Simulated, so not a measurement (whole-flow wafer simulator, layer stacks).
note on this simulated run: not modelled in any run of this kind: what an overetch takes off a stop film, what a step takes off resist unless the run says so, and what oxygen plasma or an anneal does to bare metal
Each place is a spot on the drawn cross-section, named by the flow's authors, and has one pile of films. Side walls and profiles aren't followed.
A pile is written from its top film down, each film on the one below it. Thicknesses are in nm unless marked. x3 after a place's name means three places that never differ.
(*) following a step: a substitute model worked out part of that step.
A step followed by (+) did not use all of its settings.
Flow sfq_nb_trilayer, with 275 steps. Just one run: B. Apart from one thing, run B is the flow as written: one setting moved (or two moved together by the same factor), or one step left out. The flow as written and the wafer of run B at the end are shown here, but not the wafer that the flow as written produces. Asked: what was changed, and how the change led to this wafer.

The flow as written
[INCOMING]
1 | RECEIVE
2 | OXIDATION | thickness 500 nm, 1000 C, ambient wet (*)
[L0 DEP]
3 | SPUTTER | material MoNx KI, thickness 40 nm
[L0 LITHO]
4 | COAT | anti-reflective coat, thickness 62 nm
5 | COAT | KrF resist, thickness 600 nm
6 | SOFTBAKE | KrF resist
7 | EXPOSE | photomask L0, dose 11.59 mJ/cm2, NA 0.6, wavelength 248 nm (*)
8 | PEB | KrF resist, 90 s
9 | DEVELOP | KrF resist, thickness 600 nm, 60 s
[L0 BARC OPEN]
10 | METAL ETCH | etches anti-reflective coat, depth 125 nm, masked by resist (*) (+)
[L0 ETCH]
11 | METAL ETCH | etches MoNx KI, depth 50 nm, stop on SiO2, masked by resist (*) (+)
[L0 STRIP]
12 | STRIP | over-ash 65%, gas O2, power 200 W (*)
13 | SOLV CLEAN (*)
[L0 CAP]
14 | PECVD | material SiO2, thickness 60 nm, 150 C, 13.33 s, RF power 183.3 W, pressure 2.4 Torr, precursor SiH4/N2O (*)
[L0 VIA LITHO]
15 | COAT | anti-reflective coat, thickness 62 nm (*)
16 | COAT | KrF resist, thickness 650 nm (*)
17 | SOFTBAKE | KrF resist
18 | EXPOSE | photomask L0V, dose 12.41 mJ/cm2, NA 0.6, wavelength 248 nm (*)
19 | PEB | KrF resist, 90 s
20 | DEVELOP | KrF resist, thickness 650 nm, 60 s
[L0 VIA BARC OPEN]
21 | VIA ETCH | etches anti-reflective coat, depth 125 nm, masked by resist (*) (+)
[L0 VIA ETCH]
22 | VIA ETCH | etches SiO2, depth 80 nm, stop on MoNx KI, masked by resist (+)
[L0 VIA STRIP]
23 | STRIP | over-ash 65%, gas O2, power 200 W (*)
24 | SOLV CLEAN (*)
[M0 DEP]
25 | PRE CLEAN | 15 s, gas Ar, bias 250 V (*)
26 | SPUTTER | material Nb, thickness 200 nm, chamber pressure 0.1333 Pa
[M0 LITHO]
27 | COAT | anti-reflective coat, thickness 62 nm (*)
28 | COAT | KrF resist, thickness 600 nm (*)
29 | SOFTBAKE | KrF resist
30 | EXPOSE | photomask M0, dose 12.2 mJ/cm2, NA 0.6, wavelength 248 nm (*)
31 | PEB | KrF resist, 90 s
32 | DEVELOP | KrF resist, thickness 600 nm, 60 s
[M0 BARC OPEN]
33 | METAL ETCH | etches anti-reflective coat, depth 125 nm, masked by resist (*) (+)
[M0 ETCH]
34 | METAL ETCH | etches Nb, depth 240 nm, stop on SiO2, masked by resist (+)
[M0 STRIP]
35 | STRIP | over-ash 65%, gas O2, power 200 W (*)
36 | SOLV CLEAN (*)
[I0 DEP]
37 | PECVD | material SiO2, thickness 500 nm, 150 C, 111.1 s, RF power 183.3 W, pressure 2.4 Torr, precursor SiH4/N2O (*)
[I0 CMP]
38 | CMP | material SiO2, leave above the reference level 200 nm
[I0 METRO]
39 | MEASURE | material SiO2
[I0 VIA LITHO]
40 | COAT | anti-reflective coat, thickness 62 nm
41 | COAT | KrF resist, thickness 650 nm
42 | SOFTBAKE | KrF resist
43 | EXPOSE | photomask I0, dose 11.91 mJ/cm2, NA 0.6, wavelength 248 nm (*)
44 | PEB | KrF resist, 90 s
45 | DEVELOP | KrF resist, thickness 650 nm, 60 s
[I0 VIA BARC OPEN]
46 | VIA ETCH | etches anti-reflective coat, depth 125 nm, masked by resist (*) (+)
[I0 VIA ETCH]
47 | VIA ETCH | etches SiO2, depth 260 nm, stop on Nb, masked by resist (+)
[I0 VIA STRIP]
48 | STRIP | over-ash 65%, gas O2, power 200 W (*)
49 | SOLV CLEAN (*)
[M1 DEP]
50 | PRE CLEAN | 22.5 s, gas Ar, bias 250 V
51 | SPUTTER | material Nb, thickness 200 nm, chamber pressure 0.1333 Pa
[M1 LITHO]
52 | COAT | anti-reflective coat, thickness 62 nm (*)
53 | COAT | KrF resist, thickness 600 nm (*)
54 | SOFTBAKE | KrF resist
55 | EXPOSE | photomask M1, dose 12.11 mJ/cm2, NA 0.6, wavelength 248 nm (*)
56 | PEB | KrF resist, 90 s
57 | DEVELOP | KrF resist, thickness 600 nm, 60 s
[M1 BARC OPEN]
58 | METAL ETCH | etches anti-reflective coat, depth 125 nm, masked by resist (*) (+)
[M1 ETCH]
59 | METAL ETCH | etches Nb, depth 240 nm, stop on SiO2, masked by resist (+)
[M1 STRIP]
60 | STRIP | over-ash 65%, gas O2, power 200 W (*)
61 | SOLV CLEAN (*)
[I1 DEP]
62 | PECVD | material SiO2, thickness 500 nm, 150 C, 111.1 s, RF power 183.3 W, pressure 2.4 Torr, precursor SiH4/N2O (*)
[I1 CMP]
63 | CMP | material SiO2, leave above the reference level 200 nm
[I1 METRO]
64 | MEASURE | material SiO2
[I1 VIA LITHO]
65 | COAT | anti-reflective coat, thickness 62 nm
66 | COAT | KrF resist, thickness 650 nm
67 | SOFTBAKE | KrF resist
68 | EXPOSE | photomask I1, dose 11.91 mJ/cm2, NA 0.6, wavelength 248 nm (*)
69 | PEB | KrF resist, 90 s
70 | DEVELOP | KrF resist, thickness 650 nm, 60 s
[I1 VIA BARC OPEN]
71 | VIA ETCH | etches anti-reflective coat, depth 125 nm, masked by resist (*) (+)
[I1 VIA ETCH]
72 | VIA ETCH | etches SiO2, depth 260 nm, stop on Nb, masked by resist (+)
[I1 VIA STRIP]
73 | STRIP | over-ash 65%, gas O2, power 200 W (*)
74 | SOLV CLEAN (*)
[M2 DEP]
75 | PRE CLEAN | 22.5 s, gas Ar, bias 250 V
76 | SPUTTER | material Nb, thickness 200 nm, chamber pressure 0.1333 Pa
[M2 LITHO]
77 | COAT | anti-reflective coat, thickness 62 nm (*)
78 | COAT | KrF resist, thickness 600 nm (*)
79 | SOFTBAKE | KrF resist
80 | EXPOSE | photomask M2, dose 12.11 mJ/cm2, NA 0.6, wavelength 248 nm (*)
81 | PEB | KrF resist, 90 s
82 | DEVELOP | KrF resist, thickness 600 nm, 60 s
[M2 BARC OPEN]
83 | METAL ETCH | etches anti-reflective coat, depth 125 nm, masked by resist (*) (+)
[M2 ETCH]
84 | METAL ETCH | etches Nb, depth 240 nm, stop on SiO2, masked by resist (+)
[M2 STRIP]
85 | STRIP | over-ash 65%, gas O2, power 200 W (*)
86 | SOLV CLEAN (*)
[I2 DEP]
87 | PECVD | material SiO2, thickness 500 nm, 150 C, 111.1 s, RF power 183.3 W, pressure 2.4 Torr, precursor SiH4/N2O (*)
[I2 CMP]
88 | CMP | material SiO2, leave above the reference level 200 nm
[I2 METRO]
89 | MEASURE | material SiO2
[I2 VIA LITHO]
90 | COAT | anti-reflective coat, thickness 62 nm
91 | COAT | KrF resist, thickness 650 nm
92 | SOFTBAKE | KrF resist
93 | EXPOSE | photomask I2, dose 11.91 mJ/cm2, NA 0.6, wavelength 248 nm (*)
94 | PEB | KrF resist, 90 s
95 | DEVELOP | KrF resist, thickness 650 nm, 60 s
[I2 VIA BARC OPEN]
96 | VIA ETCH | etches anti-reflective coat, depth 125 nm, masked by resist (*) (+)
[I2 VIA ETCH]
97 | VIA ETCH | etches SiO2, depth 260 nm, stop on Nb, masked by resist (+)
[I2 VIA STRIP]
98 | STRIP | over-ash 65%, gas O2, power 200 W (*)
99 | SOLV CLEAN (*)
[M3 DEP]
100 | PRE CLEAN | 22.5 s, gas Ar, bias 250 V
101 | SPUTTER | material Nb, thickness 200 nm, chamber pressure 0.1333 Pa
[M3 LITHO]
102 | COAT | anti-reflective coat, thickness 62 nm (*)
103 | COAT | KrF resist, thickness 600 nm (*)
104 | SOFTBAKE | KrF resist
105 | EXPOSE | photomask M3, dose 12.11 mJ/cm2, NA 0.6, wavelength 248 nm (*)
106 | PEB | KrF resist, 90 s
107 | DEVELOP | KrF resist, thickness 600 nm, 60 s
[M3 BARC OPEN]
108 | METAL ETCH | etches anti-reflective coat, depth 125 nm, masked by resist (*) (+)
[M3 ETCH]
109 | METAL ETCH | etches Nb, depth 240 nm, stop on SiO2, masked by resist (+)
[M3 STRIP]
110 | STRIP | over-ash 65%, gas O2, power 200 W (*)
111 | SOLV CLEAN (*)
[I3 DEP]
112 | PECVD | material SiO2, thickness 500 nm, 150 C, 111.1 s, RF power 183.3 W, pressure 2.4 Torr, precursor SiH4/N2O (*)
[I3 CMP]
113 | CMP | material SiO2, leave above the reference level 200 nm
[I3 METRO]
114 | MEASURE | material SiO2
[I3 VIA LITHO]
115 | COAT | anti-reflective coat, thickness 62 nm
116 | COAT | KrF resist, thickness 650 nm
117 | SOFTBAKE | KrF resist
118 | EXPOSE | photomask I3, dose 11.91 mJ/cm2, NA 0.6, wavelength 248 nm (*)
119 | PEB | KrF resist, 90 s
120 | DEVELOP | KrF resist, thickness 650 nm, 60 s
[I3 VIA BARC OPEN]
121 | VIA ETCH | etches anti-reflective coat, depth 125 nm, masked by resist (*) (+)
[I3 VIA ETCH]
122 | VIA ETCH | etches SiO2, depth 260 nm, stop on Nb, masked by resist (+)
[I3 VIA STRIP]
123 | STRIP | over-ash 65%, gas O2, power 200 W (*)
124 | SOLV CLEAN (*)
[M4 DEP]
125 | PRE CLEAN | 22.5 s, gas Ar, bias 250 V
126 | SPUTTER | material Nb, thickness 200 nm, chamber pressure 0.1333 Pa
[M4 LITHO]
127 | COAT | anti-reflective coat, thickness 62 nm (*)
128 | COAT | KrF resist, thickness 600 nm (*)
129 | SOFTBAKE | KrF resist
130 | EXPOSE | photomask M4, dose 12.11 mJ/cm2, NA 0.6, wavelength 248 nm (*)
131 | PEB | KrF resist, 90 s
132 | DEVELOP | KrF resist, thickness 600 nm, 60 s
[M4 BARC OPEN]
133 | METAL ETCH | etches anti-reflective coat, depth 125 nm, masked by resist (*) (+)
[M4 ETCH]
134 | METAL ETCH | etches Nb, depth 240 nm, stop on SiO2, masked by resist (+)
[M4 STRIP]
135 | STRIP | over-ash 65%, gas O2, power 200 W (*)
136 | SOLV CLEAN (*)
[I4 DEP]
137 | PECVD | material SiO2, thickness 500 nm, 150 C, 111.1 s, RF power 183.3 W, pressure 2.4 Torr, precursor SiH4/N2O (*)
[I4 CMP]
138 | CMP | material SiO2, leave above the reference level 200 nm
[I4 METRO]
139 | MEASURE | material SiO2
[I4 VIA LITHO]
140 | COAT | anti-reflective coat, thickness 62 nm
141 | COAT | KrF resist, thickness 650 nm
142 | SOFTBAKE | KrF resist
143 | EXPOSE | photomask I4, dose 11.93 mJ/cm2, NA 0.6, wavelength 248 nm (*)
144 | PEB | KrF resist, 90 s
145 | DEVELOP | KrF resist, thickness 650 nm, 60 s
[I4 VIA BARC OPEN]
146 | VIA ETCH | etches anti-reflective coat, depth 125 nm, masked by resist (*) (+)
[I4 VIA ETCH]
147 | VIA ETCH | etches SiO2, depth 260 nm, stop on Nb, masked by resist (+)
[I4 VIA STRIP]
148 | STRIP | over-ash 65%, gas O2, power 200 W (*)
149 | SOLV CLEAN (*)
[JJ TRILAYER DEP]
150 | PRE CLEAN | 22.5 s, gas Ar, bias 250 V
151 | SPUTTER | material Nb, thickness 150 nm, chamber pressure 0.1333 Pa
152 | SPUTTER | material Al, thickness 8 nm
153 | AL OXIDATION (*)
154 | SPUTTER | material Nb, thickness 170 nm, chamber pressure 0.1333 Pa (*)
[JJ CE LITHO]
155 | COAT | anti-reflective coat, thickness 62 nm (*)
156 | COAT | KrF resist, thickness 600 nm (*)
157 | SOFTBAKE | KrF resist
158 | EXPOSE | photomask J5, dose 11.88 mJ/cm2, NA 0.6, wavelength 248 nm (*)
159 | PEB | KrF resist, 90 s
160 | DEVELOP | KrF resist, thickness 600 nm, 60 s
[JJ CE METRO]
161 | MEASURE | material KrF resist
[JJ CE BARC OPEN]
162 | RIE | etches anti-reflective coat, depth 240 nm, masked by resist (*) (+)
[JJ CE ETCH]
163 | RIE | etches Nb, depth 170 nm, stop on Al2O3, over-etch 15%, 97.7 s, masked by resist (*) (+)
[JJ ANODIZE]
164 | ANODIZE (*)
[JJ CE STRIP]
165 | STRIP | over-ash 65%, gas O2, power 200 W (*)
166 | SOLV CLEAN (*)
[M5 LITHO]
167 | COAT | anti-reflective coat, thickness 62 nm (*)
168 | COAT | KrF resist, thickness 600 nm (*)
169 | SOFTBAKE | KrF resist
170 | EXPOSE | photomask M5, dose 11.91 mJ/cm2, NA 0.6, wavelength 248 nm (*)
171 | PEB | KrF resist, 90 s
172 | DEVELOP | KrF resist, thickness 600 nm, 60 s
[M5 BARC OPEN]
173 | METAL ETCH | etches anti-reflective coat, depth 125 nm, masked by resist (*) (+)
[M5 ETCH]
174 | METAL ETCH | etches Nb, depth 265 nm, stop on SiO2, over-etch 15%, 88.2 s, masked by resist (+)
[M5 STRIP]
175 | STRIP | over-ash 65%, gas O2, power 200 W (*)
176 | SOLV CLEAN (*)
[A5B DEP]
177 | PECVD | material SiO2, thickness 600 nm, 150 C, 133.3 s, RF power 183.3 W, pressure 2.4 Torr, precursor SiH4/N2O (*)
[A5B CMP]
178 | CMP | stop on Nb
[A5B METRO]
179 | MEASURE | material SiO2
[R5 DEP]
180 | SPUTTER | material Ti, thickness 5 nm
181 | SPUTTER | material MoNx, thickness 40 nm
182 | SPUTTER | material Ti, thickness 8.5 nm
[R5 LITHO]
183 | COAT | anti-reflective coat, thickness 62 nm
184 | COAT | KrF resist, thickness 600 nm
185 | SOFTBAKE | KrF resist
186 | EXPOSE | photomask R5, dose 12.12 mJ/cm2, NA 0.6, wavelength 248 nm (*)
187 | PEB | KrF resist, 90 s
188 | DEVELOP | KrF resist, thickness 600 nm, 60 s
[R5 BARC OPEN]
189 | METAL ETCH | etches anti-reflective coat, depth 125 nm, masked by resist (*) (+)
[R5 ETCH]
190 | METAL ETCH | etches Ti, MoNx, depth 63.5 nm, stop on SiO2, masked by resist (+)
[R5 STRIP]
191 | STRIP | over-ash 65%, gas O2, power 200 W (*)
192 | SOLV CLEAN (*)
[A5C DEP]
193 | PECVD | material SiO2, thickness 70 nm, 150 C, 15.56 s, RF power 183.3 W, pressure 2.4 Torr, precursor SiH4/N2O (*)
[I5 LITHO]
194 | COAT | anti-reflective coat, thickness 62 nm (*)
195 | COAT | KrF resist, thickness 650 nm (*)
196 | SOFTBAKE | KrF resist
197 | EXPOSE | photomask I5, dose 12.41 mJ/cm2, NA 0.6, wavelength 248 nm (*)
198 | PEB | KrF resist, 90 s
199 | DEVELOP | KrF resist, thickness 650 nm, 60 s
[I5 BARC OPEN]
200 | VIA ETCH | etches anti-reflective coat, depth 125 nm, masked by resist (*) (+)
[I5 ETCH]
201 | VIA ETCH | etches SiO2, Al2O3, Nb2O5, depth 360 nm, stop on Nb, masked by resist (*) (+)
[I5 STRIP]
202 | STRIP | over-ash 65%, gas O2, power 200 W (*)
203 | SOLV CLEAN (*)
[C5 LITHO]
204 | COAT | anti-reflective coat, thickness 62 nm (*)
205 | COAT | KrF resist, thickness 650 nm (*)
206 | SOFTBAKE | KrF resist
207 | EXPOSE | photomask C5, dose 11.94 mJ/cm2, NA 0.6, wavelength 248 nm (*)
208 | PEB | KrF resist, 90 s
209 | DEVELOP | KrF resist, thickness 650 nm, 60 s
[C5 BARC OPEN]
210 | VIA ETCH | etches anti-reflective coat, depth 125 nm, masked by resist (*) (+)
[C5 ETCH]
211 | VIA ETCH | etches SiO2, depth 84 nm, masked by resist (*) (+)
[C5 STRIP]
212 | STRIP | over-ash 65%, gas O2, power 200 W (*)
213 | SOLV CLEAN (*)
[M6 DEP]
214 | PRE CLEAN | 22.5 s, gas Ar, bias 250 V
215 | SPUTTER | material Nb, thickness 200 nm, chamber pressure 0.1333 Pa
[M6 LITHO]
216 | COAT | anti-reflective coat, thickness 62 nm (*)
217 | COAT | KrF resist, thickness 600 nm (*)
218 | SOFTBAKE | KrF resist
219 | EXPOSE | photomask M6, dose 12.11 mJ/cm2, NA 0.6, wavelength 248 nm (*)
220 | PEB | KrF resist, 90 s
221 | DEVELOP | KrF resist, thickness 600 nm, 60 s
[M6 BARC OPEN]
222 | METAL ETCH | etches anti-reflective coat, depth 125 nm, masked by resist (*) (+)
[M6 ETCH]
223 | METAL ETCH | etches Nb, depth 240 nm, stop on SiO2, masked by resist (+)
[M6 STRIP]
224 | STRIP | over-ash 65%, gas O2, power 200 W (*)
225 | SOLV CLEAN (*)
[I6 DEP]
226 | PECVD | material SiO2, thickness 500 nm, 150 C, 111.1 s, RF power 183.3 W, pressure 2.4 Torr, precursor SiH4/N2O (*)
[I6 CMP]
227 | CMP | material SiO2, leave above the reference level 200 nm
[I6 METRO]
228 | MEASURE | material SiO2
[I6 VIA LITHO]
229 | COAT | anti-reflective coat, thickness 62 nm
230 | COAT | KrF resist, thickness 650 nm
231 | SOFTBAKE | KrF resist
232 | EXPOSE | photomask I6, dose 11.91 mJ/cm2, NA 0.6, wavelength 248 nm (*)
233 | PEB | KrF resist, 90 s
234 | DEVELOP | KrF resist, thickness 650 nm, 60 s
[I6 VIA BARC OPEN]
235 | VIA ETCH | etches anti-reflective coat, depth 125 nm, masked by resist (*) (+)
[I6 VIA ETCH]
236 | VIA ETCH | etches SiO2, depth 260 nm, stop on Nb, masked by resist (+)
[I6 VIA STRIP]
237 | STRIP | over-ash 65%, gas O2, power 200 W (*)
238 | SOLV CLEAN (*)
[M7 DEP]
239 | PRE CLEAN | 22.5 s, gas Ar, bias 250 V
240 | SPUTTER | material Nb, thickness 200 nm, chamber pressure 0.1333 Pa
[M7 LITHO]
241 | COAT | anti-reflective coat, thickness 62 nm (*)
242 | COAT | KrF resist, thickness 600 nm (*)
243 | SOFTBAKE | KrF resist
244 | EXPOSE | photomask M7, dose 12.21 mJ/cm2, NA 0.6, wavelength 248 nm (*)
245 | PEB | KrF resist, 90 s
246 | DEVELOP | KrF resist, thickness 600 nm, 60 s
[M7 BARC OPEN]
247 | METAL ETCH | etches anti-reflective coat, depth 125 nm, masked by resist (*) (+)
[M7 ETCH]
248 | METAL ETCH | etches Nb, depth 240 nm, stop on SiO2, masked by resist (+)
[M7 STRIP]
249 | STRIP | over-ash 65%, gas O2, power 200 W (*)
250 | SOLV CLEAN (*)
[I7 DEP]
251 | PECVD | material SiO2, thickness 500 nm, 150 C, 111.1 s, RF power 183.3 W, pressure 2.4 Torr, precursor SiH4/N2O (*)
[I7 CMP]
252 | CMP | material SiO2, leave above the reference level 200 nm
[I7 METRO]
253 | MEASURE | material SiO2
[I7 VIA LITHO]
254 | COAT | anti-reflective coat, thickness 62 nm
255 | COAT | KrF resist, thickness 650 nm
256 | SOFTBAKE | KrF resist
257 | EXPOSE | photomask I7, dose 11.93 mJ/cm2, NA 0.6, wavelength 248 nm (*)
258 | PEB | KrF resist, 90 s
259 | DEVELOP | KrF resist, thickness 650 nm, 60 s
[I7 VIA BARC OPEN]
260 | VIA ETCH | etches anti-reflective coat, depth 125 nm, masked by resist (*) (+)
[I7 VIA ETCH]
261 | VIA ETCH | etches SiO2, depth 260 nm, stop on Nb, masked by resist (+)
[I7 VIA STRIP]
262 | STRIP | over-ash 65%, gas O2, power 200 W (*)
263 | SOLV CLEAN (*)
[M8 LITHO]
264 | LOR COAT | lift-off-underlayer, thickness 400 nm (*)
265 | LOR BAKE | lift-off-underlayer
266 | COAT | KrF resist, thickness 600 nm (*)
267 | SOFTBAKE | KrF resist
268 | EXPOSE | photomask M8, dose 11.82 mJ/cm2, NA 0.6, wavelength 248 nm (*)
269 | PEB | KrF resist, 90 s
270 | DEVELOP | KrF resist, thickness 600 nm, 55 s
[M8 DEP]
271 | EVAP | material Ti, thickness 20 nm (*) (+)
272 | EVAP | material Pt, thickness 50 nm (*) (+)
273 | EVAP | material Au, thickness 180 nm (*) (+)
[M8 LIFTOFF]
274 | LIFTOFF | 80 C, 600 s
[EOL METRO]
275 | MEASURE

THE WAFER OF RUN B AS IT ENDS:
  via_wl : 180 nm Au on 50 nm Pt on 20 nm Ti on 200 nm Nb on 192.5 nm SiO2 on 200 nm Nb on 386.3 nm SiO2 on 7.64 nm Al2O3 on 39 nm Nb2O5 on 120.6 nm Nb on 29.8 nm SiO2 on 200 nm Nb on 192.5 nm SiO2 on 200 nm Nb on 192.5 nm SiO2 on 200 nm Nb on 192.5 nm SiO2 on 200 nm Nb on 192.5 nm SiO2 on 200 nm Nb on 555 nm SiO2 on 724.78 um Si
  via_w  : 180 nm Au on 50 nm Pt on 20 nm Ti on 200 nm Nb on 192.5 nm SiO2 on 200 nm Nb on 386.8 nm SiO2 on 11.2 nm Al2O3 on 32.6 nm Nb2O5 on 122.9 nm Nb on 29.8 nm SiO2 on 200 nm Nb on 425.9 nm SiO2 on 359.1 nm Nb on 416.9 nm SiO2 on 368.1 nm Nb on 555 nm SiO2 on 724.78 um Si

What caused this: step 147, VIA ETCH: depth 162.5 nm was run, while the flow as written has depth 260 nm.

Step by step, how the change led to this:
  147 | VIA ETCH | etches SiO2, depth 260 nm, stop on Nb, masked by resist (+)
      via_wl, via_w, via_wr: -162.5 SiO2 (in the flow as written it would be: -199.8 SiO2 (all of it))
      field_l, v_sur, via_sp and 100 more: -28 KrF resist (in the flow as written it would be: -44.8 KrF resist)
  148 | STRIP | over-ash 65%, gas O2, power 200 W (*)
      field_l, v_sur, via_sp and 100 more: -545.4 KrF resist (all of it), -62 anti-reflective coat (all of it) (in the flow as written it would be: -528.6 KrF resist (all of it), -62 anti-reflective coat (all of it))
  150 | PRE CLEAN | 22.5 s, gas Ar, bias 250 V
      via_wl, via_w, via_wr: -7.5 SiO2 (in the flow as written it would be: -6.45 Nb)
  151 | SPUTTER | material Nb, thickness 150 nm, chamber pressure 0.1333 Pa
      via_wl, via_w, via_wr: +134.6 Nb (new film) (in the flow as written it would be: +130.4 Nb)
  154 | SPUTTER | material Nb, thickness 170 nm, chamber pressure 0.1333 Pa (*)
      via_wl, via_wr: +147 Nb (new film) (in the flow as written it would be: +140.7 Nb (new film))
      via_w: +147.3 Nb (new film) (in the flow as written it would be: +141 Nb (new film))
  155 | COAT | anti-reflective coat, thickness 62 nm (*)
      via_wl, via_wr: +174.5 anti-reflective coat (new film) (in the flow as written it would be: +209.4 anti-reflective coat (new film))
      v_sur: +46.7 anti-reflective coat (new film) (in the flow as written it would be: +45.1 anti-reflective coat (new film))
      (also at 2 further places)
  156 | COAT | KrF resist, thickness 600 nm (*)
      via_w: +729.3 KrF resist (new film) (in the flow as written it would be: +763.8 KrF resist (new film))
  160 | DEVELOP | KrF resist, thickness 600 nm, 60 s
      via_w: -727.7 KrF resist (all of it) (in the flow as written it would be: -762.1 KrF resist (all of it))
  162 | RIE | etches anti-reflective coat, depth 240 nm, masked by resist (*) (+)
      ce_l, c5j, ce_r, wl_jj: -174.5 KrF resist (in the flow as written it would be: -209.4 KrF resist)
      via_wl, via_wr: -174.5 anti-reflective coat (all of it) (in the flow as written it would be: -209.4 anti-reflective coat (all of it))
      (also at 3 further places)
  163 | RIE | etches Nb, depth 170 nm, stop on Al2O3, over-etch 15%, 97.7 s, masked by resist (*) (+)
      via_wl, via_wr: -147 Nb (all of it), -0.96 Al2O3 (all of it) (in the flow as written it would be: -140.7 Nb (all of it), -0.96 Al2O3 (all of it))
      via_w: -147.3 Nb (all of it), -0.96 Al2O3 (all of it) (in the flow as written it would be: -141 Nb (all of it), -0.96 Al2O3 (all of it))
  164 | ANODIZE (*)
      via_w: +11.2 Al2O3 (new film), +32.6 Nb2O5 (new film), -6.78 Al (all of it), -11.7 Nb (in the flow as written it would be: +10.8 Al2O3 (new film), +33.3 Nb2O5 (new film), -6.54 Al (all of it), -12 Nb)
  165 | STRIP | over-ash 65%, gas O2, power 200 W (*)
      ce_l: -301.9 KrF resist (all of it), -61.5 anti-reflective coat (all of it) (in the flow as written it would be: -266.8 KrF resist (all of it), -61.4 anti-reflective coat (all of it))
      c5j: -302 KrF resist (all of it), -61.6 anti-reflective coat (all of it) (in the flow as written it would be: -266.9 KrF resist (all of it), -61.5 anti-reflective coat (all of it))
      (also at 2 further places)
  167 | COAT | anti-reflective coat, thickness 62 nm (*)
      v_sur: +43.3 anti-reflective coat (new film) (in the flow as written it would be: +44.9 anti-reflective coat (new film))
      via_wl: +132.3 anti-reflective coat (new film) (in the flow as written it would be: +170.5 anti-reflective coat (new film))
      (also at 2 further places)
  168 | COAT | KrF resist, thickness 600 nm (*)
      via_w: +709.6 KrF resist (new film) (in the flow as written it would be: +732.6 KrF resist (new film))
  175 | STRIP | over-ash 65%, gas O2, power 200 W (*)
      v_sur: -355.3 KrF resist (all of it), -43.3 anti-reflective coat (all of it) (in the flow as written it would be: -349.2 KrF resist (all of it), -44.9 anti-reflective coat (all of it))
      via_wl: -431.3 KrF resist (all of it), -132.3 anti-reflective coat (all of it) (in the flow as written it would be: -427 KrF resist (all of it), -170.5 anti-reflective coat (all of it))
      (also at 2 further places)
  178 | CMP | stop on Nb
      via_wl, via_wr: -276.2 SiO2 (in the flow as written it would be: -235.7 SiO2)
      via_w: -275.7 SiO2 (in the flow as written it would be: -235.2 SiO2)
If metal films that touch count as one body, via_wl has 8 bodies (between them, from the top down: SiO2 192.5; SiO2 386.3 / Al2O3 7.64 / Nb2O5 39; SiO2 29.8; SiO2 192.5; SiO2 192.5; SiO2 192.5; SiO2 192.5); the flow as written gives 7 bodies (between them, from the top down: SiO2 192.5; SiO2 426.8 / Al2O3 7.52 / Nb2O5 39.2; SiO2 192.5; SiO2 192.5; SiO2 192.5; SiO2 192.5).
If metal films that touch count as one body, via_w has 6 bodies (between them, from the top down: SiO2 192.5; SiO2 386.8 / Al2O3 11.2 / Nb2O5 32.6; SiO2 29.8; SiO2 425.9; SiO2 416.9); the flow as written gives 5 bodies (between them, from the top down: SiO2 192.5; SiO2 427.3 / Al2O3 10.8 / Nb2O5 33.3; SiO2 425.9; SiO2 416.9).
